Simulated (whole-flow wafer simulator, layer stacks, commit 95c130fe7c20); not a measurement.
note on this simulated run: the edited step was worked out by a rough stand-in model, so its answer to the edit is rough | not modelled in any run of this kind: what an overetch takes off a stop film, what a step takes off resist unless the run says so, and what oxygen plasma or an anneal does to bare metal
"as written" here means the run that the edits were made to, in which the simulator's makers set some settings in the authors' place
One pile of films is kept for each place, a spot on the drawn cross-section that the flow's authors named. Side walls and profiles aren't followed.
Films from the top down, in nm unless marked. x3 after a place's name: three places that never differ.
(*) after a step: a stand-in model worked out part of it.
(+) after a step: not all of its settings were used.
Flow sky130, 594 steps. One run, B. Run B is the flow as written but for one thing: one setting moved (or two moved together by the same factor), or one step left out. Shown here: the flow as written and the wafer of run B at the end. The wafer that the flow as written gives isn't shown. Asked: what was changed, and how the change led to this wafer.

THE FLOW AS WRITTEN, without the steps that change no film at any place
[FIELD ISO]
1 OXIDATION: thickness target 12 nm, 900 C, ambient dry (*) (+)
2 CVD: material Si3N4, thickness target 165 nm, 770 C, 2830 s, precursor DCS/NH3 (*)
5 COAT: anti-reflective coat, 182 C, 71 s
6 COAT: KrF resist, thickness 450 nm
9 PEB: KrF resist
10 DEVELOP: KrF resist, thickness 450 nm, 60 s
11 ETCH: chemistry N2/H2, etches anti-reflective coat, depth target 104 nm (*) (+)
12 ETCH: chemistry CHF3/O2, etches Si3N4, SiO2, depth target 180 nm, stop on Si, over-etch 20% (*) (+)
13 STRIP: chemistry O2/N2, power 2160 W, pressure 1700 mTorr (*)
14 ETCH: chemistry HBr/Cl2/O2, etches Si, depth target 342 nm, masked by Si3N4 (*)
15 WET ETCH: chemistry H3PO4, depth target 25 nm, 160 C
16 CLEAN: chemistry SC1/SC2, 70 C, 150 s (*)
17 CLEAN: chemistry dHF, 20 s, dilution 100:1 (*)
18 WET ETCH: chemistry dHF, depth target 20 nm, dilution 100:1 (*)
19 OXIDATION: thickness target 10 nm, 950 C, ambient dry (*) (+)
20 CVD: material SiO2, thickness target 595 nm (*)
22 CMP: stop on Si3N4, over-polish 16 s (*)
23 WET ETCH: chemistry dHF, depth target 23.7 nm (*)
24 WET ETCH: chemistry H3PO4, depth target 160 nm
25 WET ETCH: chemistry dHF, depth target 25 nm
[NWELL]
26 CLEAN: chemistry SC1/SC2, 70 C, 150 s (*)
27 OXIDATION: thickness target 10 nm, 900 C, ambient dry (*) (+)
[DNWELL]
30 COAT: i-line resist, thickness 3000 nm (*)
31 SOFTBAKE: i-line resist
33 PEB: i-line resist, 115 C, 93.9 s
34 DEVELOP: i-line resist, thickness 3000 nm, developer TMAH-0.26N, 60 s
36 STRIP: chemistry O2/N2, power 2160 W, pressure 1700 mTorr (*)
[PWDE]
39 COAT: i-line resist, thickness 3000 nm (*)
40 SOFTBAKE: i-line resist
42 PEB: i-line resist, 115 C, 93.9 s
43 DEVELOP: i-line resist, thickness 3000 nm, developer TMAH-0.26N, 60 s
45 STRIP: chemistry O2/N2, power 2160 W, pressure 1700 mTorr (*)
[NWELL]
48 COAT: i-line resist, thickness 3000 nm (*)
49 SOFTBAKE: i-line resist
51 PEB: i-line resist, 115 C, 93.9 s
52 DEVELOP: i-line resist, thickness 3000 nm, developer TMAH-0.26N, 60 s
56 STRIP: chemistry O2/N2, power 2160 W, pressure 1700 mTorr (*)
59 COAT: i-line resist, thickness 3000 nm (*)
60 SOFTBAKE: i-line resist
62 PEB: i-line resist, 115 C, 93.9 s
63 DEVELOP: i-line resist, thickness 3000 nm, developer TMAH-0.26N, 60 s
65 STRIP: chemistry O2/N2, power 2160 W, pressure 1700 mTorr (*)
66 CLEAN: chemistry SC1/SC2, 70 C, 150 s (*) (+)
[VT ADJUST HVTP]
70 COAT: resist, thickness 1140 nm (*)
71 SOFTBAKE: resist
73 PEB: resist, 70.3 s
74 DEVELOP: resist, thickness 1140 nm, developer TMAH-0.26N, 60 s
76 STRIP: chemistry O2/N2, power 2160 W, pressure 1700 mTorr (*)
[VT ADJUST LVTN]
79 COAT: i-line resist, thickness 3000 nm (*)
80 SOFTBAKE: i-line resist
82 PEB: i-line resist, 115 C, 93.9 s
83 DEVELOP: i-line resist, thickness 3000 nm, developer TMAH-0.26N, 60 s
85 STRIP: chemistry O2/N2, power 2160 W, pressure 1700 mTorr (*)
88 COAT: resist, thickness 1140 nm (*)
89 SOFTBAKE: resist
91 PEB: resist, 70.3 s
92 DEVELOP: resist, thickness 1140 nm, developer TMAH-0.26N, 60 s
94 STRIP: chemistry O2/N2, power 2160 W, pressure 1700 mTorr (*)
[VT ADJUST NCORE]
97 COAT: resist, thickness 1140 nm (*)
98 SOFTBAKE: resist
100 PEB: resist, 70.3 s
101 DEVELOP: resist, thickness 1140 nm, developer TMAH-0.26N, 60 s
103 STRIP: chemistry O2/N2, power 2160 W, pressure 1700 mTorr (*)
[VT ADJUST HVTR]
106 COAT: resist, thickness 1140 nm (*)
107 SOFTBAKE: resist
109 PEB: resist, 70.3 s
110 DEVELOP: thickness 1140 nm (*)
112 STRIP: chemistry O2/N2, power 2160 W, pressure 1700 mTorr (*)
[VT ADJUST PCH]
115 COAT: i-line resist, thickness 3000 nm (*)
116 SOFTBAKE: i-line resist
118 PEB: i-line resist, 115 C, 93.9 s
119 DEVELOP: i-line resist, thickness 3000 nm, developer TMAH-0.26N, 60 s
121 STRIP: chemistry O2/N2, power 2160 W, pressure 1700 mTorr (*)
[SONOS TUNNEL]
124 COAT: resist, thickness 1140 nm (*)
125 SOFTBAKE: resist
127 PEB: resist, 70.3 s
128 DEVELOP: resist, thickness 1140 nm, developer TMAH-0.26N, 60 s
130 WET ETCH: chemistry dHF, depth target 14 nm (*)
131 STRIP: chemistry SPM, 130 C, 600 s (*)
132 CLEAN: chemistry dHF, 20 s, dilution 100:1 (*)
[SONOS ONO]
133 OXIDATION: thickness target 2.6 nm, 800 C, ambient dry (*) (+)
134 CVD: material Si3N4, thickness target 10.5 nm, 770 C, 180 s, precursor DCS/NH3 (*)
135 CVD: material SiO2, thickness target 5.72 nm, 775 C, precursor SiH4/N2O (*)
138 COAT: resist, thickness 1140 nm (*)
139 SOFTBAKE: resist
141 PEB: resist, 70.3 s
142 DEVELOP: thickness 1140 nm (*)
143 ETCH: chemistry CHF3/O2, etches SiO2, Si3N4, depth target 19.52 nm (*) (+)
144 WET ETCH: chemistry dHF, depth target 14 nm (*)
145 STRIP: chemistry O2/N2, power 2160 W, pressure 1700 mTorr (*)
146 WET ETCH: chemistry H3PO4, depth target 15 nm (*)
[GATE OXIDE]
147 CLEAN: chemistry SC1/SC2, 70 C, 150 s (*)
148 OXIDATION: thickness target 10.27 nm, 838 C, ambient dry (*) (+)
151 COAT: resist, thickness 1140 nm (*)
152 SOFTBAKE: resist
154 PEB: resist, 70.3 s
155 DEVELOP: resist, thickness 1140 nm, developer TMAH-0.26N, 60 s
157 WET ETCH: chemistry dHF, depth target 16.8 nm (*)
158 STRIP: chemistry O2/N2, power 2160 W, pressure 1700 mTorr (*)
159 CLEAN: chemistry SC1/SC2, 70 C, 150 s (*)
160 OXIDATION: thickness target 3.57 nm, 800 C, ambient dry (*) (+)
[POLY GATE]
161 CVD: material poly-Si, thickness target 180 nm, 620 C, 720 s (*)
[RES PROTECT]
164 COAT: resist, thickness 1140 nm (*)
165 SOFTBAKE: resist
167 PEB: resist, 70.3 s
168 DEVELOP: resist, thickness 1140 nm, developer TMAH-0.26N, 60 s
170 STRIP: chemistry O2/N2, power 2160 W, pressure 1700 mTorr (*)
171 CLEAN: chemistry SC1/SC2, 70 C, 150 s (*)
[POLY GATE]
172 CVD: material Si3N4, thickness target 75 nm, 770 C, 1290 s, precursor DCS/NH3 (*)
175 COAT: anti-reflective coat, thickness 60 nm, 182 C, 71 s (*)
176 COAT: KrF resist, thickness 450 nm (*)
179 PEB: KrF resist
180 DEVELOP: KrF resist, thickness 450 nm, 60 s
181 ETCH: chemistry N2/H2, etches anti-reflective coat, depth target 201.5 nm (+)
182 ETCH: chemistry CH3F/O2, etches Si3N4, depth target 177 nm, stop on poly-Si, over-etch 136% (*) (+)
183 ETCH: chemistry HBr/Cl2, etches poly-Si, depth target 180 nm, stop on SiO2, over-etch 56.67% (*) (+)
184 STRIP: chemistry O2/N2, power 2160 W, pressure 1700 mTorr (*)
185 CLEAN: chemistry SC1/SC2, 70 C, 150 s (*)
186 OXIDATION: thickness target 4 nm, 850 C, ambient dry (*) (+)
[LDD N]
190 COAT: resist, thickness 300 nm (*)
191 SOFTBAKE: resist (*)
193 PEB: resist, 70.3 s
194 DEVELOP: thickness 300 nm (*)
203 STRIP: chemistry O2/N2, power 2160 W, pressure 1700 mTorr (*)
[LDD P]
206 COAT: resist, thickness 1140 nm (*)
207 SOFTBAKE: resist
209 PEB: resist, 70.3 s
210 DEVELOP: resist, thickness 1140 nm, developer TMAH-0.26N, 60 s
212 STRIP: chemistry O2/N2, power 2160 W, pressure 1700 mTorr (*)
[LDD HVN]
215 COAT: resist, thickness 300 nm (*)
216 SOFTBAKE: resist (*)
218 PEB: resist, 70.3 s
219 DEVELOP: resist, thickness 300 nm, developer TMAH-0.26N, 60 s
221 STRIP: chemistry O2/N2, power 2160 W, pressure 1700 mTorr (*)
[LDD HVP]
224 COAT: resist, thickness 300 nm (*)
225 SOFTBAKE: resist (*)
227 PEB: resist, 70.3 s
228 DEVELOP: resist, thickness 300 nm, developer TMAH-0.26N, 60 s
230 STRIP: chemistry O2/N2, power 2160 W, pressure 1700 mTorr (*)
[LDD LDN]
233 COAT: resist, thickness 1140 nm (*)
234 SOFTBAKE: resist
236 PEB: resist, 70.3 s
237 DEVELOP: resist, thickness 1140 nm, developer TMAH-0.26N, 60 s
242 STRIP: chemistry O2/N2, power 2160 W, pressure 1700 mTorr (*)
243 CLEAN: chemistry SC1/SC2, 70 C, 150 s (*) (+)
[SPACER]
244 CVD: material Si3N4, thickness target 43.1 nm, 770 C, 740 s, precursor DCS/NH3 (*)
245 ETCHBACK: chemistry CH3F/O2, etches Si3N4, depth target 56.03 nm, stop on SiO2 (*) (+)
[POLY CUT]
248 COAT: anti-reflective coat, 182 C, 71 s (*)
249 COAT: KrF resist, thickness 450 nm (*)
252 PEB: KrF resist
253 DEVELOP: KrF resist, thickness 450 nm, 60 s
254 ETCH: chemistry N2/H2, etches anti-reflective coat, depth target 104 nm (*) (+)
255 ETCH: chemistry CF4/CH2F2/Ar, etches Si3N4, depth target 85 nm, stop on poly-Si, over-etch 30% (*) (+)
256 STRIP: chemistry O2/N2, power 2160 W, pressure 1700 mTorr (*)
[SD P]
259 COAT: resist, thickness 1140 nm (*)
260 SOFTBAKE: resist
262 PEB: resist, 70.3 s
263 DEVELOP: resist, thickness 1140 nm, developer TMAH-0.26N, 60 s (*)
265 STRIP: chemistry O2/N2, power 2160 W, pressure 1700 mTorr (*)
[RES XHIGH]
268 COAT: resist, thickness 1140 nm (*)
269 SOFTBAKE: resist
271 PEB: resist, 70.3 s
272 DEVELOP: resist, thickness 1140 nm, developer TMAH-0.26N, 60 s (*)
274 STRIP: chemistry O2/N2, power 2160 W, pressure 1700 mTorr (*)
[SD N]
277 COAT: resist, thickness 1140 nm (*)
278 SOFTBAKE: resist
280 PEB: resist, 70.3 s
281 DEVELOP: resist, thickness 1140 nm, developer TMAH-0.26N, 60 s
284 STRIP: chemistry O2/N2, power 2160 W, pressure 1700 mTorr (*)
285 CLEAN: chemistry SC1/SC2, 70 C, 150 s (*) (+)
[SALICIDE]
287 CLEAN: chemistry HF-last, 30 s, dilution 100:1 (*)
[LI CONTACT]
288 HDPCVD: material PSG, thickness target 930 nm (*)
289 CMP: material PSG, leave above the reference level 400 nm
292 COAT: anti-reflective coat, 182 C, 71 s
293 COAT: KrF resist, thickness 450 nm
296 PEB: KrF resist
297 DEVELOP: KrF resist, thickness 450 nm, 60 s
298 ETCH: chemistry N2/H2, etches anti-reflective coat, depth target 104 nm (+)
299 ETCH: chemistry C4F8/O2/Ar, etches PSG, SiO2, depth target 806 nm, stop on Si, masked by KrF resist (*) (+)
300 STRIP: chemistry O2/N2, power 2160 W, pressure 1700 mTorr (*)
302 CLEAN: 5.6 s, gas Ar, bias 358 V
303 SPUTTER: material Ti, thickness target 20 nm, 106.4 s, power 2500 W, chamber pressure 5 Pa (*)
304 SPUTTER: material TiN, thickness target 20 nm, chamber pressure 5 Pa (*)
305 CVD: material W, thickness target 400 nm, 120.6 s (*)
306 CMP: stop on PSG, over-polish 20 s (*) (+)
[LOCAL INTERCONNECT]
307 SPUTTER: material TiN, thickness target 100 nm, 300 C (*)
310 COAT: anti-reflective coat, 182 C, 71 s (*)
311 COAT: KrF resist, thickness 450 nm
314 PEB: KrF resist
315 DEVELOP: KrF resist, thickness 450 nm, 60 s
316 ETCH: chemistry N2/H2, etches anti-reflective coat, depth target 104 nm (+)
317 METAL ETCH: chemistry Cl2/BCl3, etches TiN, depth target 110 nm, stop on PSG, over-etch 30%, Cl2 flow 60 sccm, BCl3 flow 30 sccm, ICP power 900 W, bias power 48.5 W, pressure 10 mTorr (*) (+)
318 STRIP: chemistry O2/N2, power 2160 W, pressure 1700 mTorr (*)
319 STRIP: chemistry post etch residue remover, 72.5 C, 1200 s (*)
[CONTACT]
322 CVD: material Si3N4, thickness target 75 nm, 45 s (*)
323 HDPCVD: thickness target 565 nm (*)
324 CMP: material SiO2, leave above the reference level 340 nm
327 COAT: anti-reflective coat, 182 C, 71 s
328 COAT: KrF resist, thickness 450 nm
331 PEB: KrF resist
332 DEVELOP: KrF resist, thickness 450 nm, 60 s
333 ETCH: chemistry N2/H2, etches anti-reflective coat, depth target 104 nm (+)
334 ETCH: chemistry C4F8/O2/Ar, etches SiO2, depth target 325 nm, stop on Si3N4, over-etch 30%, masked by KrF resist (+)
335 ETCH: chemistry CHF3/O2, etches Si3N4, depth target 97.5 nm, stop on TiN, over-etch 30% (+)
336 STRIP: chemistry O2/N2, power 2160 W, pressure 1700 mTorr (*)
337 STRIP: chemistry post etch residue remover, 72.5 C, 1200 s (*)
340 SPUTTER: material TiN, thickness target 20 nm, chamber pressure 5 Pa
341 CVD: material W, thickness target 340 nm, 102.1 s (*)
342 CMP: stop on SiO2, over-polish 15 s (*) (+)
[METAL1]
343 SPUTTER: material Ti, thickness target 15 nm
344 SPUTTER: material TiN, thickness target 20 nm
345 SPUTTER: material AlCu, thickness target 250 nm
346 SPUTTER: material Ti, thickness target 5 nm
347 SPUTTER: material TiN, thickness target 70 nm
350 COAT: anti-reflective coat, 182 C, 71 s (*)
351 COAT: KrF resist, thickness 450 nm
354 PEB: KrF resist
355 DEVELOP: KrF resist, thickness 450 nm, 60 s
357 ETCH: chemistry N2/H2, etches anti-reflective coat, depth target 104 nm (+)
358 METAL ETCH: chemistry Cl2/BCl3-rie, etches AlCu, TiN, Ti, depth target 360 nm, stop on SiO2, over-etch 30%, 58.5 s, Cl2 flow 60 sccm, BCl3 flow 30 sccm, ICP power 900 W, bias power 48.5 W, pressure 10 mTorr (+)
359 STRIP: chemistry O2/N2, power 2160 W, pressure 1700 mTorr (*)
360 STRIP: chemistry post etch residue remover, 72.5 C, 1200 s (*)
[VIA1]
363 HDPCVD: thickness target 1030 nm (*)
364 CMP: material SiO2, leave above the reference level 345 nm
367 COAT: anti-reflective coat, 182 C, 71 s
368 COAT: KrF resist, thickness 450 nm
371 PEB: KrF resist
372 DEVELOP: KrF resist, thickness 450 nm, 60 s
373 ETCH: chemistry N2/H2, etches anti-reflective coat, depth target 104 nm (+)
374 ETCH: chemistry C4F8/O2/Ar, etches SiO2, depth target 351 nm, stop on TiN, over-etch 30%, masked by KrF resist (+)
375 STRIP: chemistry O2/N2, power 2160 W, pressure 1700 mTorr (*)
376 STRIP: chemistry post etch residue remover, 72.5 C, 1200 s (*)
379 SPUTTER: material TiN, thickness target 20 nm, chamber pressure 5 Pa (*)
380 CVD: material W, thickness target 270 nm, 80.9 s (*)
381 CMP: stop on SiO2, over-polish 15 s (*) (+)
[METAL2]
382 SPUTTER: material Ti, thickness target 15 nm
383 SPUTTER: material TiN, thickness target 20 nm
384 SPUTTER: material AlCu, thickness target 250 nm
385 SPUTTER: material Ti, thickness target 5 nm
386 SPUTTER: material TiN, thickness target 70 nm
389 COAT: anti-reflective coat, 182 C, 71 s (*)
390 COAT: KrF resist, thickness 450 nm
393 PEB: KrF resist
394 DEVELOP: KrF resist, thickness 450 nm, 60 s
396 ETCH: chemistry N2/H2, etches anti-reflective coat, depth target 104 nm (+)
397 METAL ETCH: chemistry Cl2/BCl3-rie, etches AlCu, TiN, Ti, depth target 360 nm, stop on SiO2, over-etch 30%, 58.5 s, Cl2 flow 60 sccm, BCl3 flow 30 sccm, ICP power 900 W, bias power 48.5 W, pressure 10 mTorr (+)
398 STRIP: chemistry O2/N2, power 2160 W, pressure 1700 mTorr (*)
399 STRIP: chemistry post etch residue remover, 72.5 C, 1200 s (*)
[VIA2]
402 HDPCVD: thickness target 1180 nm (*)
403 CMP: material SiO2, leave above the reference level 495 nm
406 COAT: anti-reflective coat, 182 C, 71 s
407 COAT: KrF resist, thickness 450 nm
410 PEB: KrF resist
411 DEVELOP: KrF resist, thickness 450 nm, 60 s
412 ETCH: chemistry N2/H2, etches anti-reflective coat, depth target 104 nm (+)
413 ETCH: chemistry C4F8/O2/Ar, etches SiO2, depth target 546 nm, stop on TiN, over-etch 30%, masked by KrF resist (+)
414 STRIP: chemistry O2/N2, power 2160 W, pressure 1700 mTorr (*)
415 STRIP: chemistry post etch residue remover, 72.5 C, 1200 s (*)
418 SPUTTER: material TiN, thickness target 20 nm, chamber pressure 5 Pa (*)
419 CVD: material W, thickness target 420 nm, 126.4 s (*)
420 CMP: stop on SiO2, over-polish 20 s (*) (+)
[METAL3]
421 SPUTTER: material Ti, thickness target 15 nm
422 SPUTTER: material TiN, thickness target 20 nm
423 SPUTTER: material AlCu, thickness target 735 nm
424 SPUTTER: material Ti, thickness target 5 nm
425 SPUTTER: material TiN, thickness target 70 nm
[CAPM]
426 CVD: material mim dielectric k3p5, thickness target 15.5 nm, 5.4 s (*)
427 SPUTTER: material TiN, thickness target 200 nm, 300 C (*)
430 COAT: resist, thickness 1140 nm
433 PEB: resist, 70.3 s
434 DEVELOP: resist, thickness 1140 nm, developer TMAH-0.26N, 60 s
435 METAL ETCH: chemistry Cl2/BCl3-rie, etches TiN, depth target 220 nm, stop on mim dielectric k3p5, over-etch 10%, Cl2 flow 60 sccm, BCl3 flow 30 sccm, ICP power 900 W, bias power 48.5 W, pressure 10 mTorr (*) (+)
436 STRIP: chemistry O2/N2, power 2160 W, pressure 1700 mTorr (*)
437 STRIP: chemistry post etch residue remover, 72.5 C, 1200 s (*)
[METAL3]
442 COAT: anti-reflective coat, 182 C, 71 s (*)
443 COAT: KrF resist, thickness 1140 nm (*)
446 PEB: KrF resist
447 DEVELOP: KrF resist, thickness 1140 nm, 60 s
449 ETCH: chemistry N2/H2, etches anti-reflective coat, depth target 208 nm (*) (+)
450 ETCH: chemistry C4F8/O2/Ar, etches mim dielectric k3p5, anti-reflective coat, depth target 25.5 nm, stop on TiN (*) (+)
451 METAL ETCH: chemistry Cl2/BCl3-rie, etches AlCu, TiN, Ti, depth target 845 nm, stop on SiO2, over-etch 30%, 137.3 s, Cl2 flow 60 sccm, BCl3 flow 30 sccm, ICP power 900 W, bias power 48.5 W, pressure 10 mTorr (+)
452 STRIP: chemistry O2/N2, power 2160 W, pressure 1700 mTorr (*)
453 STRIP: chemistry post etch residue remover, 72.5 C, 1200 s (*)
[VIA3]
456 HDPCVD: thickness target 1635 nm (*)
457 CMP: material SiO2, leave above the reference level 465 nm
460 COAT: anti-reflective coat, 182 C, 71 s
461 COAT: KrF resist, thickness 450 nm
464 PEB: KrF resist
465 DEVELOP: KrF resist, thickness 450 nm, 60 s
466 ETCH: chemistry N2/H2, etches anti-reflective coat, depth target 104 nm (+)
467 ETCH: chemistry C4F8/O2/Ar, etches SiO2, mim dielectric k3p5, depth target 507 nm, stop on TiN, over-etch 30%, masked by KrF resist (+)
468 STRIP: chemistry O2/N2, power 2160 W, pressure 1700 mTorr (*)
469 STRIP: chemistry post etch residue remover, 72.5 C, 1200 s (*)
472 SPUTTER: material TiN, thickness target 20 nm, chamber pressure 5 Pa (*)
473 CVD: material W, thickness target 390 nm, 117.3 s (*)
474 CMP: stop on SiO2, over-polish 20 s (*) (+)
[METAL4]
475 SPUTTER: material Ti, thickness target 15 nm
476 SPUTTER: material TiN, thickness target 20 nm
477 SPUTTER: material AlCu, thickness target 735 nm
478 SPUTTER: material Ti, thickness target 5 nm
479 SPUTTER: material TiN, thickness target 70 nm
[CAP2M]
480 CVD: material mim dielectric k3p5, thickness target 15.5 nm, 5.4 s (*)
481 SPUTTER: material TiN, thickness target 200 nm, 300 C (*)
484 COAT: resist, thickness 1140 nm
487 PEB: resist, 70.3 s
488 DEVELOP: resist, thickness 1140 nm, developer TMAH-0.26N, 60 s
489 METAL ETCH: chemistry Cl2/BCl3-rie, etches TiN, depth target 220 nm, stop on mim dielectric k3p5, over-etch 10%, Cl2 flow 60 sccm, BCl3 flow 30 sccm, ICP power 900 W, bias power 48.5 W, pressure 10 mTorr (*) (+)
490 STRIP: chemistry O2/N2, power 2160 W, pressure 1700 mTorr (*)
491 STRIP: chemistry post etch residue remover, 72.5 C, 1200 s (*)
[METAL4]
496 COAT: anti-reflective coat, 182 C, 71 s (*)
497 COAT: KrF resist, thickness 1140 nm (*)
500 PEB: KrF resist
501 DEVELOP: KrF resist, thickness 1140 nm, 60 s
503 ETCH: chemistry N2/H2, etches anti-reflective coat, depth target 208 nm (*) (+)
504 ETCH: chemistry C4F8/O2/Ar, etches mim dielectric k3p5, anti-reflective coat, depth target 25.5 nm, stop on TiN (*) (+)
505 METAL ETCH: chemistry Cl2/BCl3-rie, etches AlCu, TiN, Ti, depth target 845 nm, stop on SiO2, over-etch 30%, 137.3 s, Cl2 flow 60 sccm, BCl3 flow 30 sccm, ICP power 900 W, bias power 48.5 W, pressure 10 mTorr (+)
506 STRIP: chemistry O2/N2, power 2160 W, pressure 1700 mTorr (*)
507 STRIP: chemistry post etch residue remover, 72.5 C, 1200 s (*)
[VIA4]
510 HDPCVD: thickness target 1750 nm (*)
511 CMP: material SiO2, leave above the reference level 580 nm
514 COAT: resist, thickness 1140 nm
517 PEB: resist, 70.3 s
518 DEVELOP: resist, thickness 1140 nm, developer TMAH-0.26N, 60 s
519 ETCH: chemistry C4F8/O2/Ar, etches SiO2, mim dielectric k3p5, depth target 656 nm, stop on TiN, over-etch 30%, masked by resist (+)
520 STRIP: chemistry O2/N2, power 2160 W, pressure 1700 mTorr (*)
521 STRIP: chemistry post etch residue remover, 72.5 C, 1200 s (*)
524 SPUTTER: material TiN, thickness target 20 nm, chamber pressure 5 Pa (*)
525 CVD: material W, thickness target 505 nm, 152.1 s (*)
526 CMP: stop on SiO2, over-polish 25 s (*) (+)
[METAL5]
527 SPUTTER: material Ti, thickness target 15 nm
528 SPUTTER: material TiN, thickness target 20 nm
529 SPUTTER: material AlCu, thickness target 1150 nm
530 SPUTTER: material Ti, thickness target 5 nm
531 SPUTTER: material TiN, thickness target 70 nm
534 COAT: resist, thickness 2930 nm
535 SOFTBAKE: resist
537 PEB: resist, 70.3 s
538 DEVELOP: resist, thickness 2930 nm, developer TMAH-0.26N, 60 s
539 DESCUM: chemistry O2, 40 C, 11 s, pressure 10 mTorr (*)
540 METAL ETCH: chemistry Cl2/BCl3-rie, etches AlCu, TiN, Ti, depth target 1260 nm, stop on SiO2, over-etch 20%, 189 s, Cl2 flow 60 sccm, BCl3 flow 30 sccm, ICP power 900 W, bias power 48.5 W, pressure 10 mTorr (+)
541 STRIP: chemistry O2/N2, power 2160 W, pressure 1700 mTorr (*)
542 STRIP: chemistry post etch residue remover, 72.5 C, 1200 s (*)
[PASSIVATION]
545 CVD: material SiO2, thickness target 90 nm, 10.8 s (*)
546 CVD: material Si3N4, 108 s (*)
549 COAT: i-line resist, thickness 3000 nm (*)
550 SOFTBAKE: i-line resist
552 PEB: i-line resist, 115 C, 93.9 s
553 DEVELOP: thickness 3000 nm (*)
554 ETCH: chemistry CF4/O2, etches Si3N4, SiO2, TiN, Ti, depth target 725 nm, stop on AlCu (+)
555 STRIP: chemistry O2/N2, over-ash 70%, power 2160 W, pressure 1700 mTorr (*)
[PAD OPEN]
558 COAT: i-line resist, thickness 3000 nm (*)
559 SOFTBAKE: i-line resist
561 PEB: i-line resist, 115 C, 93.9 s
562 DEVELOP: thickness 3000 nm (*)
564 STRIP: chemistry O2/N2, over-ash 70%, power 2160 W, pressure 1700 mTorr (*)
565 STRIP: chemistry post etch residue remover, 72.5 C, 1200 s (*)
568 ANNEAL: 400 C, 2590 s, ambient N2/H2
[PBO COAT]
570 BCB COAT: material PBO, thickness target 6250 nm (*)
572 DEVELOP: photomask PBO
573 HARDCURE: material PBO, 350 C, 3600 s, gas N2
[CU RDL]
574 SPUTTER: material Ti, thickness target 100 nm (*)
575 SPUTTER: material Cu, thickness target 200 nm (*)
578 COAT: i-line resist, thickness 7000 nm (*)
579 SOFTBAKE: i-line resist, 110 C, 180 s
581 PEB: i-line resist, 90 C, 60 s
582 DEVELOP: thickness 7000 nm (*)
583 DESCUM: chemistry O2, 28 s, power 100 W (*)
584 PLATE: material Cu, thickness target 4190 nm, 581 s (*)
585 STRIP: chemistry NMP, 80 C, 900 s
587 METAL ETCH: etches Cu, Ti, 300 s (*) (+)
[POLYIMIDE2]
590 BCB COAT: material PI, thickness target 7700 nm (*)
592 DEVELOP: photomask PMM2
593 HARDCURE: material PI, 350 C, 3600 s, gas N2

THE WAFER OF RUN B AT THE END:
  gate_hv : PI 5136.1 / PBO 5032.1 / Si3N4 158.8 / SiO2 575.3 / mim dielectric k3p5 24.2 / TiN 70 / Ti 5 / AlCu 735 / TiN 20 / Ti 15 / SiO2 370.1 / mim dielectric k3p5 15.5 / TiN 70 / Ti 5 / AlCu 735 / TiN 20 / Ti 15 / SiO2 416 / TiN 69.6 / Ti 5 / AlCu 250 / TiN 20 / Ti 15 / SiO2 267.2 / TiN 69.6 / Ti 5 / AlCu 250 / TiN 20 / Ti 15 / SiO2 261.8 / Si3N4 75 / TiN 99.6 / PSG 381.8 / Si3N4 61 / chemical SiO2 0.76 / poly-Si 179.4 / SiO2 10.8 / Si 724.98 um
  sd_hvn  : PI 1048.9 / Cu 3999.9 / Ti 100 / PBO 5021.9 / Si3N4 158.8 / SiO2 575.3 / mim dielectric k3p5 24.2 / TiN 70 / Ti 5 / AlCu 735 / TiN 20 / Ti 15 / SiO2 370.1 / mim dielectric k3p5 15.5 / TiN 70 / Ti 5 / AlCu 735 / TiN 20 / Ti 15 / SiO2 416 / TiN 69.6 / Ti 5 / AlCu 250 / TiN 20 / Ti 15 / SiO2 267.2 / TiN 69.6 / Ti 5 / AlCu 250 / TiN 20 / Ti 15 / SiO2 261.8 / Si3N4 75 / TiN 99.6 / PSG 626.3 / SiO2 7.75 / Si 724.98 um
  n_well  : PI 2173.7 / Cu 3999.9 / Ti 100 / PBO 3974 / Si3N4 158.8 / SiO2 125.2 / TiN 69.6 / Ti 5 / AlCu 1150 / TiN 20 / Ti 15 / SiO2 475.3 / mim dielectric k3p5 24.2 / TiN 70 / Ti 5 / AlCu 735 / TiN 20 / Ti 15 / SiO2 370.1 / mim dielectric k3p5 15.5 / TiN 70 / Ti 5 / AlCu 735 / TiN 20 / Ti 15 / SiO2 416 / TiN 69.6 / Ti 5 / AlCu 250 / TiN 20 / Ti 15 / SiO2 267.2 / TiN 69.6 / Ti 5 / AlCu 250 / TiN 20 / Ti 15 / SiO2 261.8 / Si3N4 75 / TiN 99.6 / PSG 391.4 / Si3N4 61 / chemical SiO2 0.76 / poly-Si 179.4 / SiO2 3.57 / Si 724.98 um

The cause: step 480, CVD: thickness target 24.2 nm was run, where the flow has thickness target 15.5 nm; step 480, CVD: 8.42 s was run, where the flow has 5.4 s.
It can be read off the wafer: gate_hv has mim dielectric k3p5 24.2, and step 480 as written asks for 15.5 nm.

How the change led to this, step by step:
  480 CVD: material mim dielectric k3p5, thickness target 15.5 nm, 5.4 s (*)
      field, active, n_well and 189 more: mim dielectric k3p5 +24.2 (new film) (as written it would be: mim dielectric k3p5 +15.5 (new film))
  504 ETCH: chemistry C4F8/O2/Ar, etches mim dielectric k3p5, anti-reflective coat, depth target 25.5 nm, stop on TiN (*) (+)
      n_well, p_well, gate_hv and 102 more: KrF resist -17 (as written it would be: KrF resist -15.5)
      field, active, gate and 85 more: mim dielectric k3p5 -24.2 (all of it) (as written it would be: mim dielectric k3p5 -15.5 (all of it))
  519 ETCH: chemistry C4F8/O2/Ar, etches SiO2, mim dielectric k3p5, depth target 656 nm, stop on TiN, over-etch 30%, masked by resist (+)
      m1: SiO2 -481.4 (all of it), mim dielectric k3p5 -24.2 (all of it) (as written it would be: SiO2 -490.1 (all of it), mim dielectric k3p5 -15.5 (all of it))
      via4_hole: SiO2 -480.8 (all of it), mim dielectric k3p5 -24.2 (all of it) (as written it would be: SiO2 -489.5 (all of it), mim dielectric k3p5 -15.5 (all of it))
